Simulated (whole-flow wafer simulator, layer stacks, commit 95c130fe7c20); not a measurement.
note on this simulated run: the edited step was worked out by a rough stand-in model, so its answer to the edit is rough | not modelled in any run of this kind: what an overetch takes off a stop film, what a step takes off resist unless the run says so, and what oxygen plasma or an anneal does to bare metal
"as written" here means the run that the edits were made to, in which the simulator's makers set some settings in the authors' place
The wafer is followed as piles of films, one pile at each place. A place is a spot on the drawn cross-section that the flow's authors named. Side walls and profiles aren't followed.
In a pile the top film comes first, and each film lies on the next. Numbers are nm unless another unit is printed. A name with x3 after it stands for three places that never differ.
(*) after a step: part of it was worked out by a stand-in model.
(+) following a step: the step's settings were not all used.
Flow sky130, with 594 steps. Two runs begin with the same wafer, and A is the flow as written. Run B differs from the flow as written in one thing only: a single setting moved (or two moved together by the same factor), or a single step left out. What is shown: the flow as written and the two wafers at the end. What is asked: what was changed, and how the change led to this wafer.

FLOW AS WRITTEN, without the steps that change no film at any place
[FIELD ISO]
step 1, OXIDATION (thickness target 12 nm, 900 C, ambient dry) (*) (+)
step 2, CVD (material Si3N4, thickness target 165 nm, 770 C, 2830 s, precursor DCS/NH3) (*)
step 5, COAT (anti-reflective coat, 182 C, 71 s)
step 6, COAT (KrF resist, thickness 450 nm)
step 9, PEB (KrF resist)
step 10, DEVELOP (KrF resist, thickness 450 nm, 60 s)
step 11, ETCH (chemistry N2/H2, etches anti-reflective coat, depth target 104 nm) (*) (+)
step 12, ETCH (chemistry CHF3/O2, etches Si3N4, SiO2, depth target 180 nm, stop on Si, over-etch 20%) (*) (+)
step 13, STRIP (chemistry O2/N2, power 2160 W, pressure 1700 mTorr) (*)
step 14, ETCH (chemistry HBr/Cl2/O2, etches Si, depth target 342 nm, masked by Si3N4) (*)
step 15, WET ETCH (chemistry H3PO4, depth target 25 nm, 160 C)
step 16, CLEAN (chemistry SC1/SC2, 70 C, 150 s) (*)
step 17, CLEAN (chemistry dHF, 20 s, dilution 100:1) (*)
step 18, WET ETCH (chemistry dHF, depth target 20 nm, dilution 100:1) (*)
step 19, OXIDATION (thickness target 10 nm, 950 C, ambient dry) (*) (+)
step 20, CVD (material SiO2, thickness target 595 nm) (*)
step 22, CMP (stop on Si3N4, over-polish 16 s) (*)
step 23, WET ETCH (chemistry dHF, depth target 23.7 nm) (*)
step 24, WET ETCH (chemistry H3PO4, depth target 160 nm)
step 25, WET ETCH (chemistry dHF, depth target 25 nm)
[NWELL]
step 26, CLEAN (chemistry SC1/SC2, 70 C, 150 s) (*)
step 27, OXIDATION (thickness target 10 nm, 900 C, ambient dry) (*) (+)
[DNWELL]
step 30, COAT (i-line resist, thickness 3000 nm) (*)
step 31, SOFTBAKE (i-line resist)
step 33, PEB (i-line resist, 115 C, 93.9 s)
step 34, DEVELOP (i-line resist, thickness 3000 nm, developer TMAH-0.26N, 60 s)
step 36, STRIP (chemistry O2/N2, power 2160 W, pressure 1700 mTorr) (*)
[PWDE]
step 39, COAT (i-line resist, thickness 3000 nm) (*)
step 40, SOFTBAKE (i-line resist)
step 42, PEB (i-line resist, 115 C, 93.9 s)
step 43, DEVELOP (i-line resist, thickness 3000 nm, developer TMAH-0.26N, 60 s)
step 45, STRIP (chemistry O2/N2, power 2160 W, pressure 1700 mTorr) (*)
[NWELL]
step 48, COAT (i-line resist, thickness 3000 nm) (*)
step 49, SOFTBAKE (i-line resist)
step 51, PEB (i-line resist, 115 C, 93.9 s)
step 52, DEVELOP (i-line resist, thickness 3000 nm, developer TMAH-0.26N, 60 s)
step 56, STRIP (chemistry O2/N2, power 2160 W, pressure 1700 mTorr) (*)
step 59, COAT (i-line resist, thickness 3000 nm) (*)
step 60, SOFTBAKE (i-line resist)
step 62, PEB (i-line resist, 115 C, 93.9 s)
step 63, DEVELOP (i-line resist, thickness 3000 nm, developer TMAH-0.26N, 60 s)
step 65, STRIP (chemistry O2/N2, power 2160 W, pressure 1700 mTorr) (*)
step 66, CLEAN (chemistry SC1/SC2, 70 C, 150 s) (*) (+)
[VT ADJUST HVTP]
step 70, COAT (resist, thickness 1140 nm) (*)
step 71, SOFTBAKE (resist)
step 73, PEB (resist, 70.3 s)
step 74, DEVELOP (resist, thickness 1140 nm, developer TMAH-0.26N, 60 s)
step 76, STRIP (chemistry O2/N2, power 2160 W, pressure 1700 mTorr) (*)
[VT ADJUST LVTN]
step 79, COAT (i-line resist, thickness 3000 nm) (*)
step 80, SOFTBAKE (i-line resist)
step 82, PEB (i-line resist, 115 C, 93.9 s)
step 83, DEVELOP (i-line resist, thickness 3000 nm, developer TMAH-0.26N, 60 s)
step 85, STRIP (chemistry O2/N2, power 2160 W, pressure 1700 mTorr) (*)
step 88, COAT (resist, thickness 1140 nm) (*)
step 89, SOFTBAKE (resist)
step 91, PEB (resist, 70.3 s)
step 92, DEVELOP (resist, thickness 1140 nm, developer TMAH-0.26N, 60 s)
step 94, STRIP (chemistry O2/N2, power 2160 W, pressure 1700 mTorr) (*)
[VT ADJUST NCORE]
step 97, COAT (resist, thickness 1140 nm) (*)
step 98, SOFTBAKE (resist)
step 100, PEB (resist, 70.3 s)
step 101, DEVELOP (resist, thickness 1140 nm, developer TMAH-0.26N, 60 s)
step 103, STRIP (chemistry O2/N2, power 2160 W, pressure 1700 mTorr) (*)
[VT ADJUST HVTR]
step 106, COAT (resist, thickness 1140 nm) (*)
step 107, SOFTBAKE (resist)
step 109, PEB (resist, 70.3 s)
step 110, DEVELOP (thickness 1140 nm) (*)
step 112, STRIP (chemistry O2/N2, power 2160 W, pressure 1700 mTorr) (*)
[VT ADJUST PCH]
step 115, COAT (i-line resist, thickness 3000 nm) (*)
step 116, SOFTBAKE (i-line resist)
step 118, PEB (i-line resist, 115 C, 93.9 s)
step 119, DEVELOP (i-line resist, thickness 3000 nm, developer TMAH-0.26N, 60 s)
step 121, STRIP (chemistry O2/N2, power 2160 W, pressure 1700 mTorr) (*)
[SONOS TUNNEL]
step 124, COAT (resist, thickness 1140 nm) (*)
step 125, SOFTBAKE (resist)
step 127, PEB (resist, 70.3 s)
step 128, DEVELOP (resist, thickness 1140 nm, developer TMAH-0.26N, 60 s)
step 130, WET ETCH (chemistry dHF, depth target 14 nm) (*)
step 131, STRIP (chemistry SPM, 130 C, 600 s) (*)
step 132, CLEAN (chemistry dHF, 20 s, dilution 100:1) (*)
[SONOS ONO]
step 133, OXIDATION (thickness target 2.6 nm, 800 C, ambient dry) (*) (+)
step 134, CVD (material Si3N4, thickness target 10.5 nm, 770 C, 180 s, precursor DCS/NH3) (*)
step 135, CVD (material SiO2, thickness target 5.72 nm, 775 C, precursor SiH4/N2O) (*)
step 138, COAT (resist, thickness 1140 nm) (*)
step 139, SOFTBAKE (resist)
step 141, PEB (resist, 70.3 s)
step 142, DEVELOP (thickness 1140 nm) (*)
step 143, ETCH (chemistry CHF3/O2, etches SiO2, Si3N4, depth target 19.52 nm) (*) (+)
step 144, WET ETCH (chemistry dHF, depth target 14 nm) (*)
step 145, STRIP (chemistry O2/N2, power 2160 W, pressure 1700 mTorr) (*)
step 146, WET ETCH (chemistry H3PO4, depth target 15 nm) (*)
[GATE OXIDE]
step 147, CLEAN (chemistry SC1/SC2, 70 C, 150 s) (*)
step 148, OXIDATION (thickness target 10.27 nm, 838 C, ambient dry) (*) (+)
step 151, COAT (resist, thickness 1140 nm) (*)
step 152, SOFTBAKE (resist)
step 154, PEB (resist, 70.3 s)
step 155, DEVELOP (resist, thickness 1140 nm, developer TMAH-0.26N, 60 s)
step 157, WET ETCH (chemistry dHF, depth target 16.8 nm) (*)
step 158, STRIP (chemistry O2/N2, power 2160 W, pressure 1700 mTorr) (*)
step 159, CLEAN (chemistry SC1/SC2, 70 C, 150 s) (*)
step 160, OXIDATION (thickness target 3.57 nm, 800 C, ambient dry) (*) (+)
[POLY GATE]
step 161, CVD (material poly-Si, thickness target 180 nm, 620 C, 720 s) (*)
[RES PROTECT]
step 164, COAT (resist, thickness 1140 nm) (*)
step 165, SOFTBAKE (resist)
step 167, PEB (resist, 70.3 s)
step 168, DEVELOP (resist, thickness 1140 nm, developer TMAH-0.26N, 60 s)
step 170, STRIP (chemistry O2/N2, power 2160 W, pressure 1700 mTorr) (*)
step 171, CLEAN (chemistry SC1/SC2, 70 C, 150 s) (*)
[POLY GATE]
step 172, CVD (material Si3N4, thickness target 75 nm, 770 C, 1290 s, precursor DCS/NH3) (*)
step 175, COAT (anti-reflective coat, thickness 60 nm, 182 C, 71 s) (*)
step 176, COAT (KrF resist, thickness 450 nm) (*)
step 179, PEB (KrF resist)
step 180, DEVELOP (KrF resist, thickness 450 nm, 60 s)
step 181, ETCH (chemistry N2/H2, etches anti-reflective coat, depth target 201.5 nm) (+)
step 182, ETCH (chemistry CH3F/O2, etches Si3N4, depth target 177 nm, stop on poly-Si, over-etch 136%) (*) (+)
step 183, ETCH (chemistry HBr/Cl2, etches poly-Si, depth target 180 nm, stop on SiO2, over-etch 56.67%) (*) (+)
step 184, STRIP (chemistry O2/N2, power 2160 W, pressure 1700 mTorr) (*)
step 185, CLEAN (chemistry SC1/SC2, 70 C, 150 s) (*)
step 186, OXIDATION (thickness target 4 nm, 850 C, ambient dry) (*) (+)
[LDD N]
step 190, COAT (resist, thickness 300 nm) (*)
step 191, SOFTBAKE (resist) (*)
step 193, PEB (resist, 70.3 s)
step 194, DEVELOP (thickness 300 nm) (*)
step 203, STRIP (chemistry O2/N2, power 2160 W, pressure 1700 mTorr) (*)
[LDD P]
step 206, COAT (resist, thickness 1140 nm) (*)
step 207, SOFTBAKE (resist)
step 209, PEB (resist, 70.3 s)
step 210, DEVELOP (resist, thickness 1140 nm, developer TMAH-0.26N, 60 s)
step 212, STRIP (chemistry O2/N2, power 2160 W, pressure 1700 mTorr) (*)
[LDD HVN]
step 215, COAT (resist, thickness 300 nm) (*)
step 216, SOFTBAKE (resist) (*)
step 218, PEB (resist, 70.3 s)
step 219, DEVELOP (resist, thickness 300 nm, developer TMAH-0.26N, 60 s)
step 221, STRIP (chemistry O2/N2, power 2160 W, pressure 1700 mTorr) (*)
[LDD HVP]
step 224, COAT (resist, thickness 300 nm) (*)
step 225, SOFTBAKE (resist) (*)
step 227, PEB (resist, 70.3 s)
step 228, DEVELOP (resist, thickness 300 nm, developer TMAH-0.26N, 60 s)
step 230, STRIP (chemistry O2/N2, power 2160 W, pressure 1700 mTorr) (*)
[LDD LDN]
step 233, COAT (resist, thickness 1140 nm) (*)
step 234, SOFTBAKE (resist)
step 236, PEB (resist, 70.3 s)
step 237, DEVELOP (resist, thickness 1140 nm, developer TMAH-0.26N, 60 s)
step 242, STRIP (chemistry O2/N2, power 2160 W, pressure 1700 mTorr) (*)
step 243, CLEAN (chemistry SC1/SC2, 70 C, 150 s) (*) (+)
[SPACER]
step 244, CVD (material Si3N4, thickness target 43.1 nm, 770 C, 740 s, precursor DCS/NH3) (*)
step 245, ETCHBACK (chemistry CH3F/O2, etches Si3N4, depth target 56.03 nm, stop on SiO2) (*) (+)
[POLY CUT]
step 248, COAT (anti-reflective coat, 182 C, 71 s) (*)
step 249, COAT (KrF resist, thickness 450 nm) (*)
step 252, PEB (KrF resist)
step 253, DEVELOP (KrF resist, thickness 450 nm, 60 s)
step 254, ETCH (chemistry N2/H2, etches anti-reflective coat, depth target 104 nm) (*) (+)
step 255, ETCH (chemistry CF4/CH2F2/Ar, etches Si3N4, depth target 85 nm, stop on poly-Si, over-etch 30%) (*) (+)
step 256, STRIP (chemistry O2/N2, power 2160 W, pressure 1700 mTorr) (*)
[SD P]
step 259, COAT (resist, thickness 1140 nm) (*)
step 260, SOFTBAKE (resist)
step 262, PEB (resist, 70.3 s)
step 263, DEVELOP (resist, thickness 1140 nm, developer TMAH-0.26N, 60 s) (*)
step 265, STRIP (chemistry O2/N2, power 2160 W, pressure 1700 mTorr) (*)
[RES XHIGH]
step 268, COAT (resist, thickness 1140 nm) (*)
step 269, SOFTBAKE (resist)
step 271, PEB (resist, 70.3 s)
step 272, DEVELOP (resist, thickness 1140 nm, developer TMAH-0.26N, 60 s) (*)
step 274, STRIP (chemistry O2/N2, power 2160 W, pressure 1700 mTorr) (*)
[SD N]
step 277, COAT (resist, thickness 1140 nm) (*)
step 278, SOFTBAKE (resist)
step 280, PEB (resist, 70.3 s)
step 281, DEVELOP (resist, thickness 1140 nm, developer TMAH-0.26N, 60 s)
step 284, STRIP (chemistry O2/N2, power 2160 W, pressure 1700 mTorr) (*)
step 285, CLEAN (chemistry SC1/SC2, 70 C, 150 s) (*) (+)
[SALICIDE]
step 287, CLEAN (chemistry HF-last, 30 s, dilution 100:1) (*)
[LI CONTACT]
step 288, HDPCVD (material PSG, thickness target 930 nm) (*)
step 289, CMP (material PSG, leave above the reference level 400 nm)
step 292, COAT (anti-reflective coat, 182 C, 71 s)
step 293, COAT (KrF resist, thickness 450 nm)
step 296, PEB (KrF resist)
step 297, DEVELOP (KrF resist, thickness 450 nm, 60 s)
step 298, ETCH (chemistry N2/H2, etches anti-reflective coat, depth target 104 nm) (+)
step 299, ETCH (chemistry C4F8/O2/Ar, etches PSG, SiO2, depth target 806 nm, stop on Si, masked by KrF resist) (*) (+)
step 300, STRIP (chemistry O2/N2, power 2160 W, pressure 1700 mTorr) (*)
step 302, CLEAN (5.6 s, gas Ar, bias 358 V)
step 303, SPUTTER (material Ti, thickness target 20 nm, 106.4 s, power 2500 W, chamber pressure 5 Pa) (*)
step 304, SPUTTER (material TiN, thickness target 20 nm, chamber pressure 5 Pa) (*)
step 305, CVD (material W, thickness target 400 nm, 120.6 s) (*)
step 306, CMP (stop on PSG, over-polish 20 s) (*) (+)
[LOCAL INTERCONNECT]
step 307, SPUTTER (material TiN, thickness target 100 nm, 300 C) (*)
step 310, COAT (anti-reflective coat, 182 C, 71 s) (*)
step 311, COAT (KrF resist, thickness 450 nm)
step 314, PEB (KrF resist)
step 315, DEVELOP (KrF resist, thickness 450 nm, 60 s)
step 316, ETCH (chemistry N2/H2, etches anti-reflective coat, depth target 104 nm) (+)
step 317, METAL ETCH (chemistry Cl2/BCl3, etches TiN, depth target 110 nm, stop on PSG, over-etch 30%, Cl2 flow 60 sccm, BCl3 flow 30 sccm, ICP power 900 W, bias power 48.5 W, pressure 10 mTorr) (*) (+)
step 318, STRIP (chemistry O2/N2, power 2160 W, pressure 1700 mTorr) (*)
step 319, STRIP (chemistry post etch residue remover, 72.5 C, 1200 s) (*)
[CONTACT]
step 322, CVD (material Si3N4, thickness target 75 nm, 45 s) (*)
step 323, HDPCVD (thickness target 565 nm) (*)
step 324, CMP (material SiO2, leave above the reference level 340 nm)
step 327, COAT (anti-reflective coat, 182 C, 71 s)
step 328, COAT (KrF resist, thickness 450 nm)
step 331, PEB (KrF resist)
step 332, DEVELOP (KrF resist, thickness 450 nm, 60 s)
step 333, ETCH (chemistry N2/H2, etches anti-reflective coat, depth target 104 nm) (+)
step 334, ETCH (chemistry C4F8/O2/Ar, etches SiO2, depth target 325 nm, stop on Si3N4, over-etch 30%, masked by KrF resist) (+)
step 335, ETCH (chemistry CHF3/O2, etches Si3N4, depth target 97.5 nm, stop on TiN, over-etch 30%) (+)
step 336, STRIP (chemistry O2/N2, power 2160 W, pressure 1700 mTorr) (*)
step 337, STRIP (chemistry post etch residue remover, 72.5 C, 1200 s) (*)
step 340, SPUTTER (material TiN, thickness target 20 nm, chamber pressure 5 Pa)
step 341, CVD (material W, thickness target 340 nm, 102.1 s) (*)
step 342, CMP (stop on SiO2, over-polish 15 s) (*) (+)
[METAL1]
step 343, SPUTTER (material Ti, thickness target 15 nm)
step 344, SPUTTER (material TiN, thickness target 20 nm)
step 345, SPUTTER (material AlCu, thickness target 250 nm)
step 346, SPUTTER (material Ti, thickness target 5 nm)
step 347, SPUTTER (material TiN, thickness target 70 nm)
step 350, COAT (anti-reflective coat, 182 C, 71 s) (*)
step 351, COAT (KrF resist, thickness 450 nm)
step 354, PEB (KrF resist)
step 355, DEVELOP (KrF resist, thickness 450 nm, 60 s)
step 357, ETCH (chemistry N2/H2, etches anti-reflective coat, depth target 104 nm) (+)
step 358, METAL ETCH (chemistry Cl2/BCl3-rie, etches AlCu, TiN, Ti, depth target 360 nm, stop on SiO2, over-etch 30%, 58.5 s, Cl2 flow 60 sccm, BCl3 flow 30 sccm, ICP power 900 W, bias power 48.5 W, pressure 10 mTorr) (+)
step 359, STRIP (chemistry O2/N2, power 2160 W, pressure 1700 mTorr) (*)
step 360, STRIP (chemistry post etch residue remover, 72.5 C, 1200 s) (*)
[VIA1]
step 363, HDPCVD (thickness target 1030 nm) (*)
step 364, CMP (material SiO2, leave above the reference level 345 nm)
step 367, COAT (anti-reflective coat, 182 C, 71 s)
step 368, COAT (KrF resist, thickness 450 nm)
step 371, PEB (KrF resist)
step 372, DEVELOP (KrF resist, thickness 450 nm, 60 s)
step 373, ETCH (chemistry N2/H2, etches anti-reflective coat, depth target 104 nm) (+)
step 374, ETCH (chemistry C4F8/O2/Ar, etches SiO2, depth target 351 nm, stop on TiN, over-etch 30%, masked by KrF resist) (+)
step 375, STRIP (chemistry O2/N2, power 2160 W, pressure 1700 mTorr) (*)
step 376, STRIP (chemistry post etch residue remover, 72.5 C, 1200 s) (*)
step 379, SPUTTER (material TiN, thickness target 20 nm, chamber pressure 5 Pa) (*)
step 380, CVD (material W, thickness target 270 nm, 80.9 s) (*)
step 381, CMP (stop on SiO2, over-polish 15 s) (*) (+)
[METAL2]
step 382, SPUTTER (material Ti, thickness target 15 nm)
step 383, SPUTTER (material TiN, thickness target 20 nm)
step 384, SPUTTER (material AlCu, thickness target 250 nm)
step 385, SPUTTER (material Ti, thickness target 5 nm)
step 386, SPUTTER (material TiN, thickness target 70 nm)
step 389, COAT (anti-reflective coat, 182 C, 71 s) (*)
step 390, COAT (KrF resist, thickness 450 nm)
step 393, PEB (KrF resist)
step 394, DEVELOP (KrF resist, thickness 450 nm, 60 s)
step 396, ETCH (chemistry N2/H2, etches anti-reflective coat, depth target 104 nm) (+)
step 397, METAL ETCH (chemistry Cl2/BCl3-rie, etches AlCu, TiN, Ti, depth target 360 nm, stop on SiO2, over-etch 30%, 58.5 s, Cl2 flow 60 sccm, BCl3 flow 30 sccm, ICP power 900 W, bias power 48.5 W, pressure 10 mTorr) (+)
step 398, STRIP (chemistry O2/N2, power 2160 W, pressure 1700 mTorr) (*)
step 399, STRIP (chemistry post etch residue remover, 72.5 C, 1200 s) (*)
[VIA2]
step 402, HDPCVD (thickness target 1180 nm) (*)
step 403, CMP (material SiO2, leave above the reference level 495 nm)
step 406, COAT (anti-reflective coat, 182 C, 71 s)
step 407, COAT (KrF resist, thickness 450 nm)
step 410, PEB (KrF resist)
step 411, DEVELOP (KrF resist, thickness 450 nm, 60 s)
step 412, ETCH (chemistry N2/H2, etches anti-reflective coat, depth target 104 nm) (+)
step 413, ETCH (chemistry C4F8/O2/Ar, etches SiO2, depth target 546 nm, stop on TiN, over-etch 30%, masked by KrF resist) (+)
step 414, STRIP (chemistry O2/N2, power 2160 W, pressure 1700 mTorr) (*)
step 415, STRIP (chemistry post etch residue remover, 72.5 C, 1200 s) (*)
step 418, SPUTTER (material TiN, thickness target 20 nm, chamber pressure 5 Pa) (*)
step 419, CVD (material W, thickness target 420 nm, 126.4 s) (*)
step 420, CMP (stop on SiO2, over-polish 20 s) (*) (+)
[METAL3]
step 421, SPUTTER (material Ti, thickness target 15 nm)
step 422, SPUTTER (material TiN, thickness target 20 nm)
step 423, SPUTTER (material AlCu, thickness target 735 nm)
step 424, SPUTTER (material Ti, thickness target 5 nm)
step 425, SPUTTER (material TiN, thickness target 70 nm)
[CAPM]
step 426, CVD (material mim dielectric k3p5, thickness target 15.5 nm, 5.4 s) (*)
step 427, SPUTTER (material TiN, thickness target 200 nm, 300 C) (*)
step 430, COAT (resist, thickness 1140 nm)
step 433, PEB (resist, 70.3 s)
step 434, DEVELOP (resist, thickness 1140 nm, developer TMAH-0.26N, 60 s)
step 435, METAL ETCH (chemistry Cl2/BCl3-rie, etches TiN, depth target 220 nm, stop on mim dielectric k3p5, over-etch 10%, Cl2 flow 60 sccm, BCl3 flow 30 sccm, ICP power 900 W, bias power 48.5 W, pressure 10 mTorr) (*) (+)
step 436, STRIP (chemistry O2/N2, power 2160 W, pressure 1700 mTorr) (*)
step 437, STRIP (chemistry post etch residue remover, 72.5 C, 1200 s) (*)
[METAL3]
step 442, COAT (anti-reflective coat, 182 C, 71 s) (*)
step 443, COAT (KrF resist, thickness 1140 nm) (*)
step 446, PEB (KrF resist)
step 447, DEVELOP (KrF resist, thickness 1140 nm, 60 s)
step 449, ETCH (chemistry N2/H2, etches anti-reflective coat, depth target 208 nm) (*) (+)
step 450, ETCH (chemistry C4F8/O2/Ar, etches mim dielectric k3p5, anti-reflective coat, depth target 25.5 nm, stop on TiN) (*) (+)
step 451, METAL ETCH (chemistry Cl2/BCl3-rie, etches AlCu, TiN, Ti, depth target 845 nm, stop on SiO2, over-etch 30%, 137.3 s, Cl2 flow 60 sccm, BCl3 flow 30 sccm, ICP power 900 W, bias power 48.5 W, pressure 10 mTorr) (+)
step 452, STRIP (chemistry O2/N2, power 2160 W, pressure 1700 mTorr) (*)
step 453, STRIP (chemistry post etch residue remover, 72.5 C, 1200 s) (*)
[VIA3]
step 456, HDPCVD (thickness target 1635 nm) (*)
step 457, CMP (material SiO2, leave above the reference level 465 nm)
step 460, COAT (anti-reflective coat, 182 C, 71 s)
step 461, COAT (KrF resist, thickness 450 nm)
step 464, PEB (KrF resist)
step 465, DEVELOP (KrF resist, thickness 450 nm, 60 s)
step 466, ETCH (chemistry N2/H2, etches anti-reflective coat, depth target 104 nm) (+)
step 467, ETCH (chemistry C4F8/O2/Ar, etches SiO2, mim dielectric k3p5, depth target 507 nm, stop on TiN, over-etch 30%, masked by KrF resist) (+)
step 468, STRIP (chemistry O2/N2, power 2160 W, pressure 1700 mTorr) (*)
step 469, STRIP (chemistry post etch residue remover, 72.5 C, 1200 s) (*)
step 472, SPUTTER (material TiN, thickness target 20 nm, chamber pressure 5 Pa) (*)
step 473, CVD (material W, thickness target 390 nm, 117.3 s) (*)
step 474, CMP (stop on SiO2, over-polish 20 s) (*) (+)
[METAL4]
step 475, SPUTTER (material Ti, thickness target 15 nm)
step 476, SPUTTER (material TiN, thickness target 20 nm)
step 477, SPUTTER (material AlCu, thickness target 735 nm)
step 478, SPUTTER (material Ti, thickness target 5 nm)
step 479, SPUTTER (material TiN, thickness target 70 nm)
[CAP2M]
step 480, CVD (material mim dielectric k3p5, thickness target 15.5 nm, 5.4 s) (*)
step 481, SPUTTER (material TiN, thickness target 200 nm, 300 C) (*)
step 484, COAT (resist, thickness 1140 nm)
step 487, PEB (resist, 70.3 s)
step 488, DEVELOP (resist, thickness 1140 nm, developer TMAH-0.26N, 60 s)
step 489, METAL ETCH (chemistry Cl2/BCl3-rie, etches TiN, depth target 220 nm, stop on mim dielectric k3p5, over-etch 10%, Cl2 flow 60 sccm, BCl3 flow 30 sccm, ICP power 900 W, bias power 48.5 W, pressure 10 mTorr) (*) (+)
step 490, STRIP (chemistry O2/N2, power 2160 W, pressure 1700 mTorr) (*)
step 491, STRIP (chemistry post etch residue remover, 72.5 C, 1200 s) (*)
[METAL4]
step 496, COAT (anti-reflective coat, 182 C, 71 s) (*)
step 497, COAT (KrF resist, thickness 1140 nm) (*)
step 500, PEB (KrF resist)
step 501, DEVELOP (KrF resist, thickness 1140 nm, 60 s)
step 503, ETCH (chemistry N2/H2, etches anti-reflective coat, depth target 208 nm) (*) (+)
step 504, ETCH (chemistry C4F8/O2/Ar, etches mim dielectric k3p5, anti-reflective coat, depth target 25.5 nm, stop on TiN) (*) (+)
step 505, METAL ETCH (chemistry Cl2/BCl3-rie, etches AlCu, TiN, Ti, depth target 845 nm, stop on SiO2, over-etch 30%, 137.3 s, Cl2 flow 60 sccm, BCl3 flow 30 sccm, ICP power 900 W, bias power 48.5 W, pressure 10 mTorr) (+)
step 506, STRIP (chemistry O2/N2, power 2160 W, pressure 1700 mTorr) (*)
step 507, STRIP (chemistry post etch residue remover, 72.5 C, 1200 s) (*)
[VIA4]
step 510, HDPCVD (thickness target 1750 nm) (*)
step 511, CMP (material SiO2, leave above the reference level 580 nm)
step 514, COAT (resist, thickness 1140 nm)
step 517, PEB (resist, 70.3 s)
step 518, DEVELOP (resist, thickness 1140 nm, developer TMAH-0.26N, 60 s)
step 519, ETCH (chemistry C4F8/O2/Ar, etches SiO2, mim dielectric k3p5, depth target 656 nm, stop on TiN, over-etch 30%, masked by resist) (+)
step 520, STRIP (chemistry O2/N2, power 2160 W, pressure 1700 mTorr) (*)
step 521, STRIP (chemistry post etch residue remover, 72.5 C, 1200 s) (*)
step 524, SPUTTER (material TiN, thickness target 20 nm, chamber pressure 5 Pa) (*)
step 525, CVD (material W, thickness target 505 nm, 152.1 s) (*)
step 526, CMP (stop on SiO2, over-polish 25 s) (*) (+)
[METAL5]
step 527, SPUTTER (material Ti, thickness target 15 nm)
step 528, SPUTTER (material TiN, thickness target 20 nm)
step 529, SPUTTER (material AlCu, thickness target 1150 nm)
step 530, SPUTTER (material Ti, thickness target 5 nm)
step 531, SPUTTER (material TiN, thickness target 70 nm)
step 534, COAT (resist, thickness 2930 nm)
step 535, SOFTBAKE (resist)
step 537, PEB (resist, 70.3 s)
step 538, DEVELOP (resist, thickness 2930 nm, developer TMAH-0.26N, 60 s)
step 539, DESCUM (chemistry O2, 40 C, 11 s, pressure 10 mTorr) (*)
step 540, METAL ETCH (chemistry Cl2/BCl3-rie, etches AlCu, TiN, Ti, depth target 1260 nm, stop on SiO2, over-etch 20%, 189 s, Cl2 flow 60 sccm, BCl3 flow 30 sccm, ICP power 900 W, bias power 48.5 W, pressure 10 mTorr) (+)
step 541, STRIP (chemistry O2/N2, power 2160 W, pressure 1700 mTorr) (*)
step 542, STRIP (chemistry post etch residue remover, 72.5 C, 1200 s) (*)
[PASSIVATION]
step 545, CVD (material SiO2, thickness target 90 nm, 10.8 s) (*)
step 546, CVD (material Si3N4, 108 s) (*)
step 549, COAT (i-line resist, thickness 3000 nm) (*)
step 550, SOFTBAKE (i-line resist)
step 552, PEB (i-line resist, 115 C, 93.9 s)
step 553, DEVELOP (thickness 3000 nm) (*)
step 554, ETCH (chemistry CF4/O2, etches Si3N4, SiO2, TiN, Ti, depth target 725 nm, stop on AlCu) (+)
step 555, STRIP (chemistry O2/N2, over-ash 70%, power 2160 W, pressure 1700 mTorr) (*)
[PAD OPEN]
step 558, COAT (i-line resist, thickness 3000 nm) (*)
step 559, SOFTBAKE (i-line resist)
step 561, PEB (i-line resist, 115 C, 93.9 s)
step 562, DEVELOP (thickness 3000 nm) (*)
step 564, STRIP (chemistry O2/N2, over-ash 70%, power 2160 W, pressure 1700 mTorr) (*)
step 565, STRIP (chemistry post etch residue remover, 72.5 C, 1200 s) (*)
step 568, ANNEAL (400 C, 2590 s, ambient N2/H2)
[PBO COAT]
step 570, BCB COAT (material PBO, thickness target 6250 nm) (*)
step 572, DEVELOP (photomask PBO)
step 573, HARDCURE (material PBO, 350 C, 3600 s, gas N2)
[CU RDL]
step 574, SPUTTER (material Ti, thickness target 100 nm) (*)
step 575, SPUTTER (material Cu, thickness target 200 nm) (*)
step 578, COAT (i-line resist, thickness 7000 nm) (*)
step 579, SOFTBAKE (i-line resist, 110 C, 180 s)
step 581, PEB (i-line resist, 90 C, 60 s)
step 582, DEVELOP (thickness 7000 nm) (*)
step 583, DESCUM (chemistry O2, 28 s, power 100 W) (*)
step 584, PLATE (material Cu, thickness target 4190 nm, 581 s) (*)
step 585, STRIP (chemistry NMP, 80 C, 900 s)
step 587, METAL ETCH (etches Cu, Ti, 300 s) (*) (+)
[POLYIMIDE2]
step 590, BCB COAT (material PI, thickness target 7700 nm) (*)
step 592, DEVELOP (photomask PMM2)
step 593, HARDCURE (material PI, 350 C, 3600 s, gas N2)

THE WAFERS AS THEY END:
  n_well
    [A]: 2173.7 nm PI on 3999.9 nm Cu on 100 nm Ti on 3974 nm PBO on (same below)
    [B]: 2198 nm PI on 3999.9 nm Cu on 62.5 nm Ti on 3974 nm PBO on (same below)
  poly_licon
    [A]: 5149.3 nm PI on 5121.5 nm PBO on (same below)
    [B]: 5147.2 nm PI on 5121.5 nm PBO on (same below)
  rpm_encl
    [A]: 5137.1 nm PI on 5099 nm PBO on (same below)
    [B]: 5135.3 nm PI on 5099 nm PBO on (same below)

What caused this: step 574, SPUTTER: thickness target 62.5 nm was run, whereas the flow has thickness target 100 nm.
One can read it off the wafer: n_well has Ti 62.5, and step 574 as written asks for 100 nm.

The path from the change to this, step by step:
  step 574, SPUTTER (material Ti, thickness target 100 nm) (*)
      field, active, n_well and 190 more: A Ti gains 100 (new film) | B Ti gains 62.5 (new film)
  step 587, METAL ETCH (etches Cu, Ti, 300 s) (*) (+)
      field, active, gate and 167 more: A Cu loses 200 (all of it), Ti loses 100 (all of it) | B Cu loses 200 (all of it), Ti loses 62.5 (all of it)
  step 590, BCB COAT (material PI, thickness target 7700 nm) (*)
      de16_gate_nw: A PI gains 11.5 um (new film) | B PI gains 11.47 um (new film)
